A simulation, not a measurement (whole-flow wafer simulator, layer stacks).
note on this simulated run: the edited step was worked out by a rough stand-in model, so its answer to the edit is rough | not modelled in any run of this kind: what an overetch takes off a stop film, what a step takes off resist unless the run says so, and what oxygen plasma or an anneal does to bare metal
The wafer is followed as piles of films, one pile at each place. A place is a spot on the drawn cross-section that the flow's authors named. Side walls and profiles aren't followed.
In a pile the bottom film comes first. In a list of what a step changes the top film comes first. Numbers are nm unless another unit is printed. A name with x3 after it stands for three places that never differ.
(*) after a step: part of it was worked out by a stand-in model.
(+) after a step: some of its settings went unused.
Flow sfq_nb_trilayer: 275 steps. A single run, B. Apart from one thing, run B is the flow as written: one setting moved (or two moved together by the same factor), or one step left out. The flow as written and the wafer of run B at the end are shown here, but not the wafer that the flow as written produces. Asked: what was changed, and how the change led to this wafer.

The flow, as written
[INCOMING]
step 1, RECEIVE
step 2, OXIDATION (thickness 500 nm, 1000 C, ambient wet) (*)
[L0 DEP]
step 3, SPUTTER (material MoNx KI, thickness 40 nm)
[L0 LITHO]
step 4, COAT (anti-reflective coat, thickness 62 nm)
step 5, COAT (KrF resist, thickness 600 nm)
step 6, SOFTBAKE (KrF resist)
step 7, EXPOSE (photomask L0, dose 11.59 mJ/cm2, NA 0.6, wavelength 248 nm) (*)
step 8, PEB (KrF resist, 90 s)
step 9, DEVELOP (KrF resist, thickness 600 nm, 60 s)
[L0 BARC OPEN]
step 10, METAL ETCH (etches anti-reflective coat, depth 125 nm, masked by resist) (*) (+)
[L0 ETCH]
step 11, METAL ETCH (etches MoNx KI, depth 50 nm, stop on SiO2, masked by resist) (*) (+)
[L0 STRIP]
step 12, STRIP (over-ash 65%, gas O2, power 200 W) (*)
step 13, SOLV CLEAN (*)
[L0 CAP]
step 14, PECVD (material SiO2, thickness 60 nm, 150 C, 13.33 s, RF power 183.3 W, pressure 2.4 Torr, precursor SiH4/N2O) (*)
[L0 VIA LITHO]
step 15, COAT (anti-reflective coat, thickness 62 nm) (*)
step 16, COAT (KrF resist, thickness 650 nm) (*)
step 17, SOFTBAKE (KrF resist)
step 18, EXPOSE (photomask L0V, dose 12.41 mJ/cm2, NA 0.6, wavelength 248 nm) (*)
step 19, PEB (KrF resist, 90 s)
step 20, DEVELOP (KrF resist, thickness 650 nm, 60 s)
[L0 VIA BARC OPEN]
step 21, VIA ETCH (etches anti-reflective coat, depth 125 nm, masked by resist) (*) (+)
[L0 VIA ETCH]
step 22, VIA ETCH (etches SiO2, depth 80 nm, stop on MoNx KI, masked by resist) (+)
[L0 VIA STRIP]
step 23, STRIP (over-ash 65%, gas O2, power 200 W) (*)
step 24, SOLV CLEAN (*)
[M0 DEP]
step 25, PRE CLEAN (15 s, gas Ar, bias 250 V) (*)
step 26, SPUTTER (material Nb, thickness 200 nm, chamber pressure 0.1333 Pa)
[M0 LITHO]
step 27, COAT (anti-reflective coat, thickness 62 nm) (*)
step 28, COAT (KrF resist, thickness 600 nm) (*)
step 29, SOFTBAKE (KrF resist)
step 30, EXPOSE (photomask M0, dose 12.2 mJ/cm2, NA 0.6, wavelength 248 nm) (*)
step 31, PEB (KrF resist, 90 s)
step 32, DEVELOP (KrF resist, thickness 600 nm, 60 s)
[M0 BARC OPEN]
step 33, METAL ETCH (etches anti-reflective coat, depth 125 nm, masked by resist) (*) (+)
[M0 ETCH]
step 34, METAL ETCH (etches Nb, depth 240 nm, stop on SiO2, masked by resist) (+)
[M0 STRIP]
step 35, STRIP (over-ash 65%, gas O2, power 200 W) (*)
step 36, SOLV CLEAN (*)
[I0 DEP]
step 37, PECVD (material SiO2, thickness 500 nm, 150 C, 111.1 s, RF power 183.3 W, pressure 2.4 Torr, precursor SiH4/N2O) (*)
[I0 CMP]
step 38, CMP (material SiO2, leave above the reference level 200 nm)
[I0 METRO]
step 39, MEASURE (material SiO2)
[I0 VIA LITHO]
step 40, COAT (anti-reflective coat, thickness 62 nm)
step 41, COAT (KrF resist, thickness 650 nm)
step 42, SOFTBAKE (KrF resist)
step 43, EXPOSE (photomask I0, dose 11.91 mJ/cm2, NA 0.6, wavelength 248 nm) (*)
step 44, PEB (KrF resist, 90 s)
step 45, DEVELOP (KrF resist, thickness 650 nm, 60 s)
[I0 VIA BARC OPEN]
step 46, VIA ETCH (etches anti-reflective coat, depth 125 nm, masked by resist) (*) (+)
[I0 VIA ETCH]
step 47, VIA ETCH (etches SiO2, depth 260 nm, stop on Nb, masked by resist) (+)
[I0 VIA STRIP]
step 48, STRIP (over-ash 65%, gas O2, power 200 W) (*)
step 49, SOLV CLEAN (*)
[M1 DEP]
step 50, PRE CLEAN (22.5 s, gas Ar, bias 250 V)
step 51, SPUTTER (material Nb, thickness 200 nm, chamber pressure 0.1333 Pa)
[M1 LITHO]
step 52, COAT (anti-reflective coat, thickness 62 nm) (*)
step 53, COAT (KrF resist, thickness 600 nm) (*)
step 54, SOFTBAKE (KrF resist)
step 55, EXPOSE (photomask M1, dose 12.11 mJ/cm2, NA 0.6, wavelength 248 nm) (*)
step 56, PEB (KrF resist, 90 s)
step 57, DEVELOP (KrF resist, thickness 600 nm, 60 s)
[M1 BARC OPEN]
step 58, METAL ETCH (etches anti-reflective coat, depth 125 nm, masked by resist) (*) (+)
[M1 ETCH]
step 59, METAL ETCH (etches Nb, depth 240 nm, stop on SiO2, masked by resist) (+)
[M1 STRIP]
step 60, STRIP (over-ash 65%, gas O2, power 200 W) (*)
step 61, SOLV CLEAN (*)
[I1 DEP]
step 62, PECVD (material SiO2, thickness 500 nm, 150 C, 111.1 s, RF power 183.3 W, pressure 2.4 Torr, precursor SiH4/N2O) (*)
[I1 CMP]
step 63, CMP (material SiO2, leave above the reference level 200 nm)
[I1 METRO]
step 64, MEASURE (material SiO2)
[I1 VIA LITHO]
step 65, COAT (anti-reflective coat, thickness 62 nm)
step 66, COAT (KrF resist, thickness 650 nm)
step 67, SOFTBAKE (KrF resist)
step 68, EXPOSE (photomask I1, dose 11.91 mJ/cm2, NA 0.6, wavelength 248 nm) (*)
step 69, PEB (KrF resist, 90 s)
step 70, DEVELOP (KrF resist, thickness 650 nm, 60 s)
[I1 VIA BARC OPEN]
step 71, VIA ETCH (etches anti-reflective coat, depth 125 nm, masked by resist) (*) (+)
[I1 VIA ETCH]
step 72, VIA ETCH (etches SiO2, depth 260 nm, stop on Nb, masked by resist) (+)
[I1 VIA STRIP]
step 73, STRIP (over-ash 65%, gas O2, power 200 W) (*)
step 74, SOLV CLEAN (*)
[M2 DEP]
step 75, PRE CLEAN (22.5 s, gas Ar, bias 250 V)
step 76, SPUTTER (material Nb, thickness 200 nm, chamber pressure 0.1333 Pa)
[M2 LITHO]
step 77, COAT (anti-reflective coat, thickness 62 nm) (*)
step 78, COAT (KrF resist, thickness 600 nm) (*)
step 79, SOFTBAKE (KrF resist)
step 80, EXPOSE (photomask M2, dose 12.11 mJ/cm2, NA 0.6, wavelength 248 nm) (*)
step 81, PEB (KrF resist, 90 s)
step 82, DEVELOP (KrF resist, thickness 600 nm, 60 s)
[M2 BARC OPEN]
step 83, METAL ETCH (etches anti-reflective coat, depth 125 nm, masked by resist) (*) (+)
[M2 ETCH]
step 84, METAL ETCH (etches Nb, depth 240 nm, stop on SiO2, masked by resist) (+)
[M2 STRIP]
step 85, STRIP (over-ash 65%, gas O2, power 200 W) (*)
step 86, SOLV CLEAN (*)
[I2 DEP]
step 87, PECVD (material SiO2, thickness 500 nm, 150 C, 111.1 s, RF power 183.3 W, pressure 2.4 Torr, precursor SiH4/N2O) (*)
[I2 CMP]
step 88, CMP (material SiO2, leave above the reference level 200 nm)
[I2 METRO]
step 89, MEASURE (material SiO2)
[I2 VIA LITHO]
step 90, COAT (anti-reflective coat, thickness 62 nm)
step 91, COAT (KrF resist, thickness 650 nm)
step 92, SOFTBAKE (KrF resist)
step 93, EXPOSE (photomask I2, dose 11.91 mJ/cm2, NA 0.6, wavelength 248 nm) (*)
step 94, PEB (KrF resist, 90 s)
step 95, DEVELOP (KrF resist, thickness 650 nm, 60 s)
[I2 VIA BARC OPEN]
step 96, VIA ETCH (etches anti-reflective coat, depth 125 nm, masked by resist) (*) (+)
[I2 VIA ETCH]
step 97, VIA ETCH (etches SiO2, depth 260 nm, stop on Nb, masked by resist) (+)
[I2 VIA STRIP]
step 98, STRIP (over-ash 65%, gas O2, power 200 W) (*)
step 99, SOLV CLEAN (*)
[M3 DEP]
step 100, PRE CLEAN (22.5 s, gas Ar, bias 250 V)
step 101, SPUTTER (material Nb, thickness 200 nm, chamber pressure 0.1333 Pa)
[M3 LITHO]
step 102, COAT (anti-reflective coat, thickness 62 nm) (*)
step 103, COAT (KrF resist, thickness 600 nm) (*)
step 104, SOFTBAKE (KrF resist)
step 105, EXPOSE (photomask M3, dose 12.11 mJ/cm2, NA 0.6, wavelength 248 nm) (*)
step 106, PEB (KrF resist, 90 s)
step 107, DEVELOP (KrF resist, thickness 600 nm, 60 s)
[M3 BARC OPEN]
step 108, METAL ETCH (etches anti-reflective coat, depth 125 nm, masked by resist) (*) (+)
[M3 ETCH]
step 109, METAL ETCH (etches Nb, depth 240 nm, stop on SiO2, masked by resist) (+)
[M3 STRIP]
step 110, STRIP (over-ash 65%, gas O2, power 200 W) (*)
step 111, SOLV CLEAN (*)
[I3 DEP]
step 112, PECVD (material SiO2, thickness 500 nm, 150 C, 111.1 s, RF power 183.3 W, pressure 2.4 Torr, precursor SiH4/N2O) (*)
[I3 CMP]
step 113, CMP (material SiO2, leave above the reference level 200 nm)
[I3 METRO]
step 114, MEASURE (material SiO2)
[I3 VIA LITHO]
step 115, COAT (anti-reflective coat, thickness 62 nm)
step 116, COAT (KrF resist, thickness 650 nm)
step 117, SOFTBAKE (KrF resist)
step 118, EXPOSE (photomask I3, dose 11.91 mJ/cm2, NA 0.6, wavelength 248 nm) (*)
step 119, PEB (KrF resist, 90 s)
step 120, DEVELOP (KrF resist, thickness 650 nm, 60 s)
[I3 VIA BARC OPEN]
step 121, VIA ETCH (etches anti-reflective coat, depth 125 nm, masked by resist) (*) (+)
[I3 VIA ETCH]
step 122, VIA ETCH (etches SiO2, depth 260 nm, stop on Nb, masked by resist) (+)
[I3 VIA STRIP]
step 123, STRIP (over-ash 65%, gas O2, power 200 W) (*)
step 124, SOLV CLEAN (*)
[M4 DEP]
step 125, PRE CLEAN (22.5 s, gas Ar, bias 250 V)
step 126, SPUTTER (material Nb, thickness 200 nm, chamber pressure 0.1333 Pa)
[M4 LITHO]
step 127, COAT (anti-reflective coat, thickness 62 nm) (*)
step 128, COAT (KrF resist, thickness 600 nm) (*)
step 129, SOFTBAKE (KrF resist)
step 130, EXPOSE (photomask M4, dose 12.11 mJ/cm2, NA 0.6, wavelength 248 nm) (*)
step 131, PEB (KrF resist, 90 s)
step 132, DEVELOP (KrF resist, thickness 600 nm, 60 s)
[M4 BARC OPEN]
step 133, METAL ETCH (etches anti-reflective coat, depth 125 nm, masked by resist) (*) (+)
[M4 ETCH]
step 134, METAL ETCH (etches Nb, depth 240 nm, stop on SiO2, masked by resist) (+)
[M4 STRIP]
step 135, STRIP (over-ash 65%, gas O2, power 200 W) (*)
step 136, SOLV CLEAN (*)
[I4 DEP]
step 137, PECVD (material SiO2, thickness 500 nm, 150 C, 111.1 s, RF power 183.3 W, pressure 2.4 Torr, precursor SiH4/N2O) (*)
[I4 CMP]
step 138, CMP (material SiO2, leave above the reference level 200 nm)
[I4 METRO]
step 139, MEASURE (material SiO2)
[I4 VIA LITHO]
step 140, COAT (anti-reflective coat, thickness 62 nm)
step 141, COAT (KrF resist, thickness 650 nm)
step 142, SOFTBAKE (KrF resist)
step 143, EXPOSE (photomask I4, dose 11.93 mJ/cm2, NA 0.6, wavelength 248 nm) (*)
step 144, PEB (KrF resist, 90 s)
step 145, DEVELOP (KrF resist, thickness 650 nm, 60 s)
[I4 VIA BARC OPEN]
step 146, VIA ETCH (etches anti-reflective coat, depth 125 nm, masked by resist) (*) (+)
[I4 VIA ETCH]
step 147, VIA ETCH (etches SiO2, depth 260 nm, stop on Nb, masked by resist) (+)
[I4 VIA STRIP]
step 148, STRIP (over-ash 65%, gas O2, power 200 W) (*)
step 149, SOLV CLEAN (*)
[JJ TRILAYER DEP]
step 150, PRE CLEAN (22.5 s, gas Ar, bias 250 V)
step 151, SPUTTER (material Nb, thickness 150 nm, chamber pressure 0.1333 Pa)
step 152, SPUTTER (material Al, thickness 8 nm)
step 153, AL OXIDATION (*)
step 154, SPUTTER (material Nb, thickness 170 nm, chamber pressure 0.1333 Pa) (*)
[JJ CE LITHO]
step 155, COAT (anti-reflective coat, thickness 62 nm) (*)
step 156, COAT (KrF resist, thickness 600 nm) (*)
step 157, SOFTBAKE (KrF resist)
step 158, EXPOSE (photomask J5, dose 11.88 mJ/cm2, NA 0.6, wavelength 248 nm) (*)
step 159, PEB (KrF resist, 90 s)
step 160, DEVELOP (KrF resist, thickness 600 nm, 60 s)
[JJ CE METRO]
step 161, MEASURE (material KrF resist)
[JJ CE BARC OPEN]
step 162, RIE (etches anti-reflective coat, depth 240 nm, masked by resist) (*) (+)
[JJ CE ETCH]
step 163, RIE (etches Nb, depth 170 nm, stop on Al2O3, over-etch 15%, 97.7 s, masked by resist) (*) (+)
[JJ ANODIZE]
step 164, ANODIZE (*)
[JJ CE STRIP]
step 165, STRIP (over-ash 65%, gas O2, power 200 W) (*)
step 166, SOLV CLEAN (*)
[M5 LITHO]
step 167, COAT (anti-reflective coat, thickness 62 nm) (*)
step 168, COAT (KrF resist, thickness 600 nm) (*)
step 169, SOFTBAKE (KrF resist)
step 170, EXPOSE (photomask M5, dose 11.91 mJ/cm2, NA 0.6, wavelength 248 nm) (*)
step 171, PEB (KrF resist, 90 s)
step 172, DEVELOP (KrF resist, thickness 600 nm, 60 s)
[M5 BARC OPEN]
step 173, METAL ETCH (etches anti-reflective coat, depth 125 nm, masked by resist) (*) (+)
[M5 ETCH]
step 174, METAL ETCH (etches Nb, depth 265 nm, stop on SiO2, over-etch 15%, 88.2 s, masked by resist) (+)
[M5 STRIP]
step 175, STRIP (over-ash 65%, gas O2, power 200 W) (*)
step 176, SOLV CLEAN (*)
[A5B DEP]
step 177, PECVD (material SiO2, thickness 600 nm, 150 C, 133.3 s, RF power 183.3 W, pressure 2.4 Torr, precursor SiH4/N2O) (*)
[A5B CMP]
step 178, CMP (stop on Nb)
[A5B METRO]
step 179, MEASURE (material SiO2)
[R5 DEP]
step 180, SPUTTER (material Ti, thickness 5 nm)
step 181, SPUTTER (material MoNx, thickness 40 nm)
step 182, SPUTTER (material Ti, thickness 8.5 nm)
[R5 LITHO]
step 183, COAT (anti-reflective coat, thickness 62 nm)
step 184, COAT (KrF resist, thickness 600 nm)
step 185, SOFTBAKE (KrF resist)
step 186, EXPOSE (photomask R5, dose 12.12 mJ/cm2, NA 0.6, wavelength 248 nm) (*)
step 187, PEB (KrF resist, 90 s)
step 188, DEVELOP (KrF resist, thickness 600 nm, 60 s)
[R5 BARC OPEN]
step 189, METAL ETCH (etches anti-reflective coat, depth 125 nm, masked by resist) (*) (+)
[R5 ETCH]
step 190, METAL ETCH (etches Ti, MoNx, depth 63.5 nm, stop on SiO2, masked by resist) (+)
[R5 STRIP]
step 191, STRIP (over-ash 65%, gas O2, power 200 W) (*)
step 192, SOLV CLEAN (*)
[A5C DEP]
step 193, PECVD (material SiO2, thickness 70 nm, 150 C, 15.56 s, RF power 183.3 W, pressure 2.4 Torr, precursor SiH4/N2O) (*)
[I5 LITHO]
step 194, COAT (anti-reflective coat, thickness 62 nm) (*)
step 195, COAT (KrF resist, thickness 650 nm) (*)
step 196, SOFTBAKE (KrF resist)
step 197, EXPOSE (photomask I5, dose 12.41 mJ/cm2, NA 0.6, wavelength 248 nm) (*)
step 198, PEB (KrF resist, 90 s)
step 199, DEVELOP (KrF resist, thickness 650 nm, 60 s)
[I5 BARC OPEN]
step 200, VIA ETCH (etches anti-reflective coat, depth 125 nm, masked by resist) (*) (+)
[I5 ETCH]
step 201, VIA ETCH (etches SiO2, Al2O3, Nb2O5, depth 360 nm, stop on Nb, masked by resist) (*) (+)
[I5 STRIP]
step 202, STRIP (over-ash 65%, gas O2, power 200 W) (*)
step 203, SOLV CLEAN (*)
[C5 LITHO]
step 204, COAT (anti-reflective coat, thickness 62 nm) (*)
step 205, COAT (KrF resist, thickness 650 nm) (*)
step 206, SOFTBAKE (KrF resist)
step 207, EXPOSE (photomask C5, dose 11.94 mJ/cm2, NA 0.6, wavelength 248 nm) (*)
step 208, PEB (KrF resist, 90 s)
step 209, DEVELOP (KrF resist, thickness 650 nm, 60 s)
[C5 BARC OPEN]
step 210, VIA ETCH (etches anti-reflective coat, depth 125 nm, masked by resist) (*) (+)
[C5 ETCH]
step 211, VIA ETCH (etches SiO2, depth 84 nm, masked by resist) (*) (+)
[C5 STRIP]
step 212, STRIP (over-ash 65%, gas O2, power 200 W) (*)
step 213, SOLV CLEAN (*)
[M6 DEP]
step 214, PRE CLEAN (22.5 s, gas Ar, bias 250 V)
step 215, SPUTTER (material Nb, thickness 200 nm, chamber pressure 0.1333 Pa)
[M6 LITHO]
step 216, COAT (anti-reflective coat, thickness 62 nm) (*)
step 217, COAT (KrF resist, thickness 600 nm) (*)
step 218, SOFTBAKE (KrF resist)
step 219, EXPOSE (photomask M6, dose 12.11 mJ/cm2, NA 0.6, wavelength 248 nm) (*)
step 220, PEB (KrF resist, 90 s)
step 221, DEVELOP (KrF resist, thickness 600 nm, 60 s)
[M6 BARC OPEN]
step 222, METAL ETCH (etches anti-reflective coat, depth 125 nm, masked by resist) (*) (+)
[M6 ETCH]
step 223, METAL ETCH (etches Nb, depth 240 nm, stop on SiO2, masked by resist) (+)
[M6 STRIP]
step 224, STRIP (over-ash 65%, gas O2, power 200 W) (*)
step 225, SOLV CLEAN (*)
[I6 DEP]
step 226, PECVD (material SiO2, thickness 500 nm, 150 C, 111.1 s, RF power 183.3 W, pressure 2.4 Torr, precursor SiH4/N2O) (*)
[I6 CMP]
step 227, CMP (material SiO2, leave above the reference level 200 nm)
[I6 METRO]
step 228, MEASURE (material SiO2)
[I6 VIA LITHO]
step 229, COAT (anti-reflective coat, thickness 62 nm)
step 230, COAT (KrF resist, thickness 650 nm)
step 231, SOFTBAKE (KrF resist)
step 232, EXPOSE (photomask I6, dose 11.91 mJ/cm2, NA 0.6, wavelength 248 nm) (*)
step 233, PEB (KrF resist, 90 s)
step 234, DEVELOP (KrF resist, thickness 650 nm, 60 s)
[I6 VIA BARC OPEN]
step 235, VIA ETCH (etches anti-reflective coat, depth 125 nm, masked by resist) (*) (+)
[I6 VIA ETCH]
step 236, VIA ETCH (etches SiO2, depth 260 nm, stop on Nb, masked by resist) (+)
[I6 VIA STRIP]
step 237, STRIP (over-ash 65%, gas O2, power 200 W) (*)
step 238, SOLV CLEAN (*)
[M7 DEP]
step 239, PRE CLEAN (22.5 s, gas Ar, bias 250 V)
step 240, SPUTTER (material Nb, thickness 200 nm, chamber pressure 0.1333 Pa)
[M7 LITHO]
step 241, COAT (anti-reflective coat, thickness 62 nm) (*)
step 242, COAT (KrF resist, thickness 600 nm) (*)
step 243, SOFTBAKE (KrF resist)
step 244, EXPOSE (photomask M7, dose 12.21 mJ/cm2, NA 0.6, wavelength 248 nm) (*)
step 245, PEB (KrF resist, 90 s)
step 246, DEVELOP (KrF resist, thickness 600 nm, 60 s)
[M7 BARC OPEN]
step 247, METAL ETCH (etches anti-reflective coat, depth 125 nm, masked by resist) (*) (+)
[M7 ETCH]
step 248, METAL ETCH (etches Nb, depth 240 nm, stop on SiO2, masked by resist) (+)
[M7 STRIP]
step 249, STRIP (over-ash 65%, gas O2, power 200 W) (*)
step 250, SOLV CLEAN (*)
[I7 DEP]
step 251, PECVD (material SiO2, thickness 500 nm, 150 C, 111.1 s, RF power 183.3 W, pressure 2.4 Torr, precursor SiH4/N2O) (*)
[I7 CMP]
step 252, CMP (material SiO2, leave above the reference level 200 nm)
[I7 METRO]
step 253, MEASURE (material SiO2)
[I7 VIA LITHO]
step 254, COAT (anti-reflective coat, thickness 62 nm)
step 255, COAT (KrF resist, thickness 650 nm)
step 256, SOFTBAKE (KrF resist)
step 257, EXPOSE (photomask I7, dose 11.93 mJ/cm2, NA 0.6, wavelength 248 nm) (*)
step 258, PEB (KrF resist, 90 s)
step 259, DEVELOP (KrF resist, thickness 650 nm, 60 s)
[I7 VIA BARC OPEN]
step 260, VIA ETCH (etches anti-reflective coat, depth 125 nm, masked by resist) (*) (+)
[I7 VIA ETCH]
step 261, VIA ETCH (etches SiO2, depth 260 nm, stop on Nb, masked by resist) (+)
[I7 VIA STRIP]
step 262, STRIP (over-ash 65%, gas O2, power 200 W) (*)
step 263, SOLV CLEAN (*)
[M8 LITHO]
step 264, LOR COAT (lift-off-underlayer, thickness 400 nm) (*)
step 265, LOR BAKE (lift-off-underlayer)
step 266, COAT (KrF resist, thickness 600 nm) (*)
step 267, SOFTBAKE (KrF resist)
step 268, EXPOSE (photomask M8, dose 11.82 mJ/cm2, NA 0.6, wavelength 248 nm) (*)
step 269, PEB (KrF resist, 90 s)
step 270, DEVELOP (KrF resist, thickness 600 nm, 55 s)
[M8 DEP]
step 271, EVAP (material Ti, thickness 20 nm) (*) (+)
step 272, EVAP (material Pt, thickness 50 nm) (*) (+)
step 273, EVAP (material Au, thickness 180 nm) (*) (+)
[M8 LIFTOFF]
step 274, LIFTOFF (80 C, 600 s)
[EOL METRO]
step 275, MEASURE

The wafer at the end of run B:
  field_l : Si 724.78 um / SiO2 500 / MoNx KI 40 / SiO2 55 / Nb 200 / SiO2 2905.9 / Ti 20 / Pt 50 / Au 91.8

What caused this: step 273, EVAP: thickness 91.8 nm was run, whereas the flow has thickness 180 nm.
The wafer lets one read it off: field_l has Au 91.8, and step 273 as written asks for 180 nm.

Step by step, how the change led to this:
  step 273, EVAP (material Au, thickness 180 nm) (*) (+)
      field_l, v_sur, via_wl and 103 more: +91.8 Au (new film) (it would be, as written: +180 Au (new film))
  step 274, LIFTOFF (80 C, 600 s)
      p4_fl, p4_fm, p4_w1 and 71 more: -91.8 Au (all of it), -50 Pt (all of it), -20 Ti (all of it), -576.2 KrF resist (all of it), -400 lift-off-underlayer (all of it) (it would be, as written: -180 Au (all of it), -50 Pt (all of it), -20 Ti (all of it), -576.2 KrF resist (all of it), -400 lift-off-underlayer (all of it))
      c5j, ce_r: -91.8 Au (all of it), -50 Pt (all of it), -20 Ti (all of it), -573.3 KrF resist (all of it), -399.3 lift-off-underlayer (all of it) (it would be, as written: -180 Au (all of it), -50 Pt (all of it), -20 Ti (all of it), -573.3 KrF resist (all of it), -399.3 lift-off-underlayer (all of it))
      (also at 19 further places)
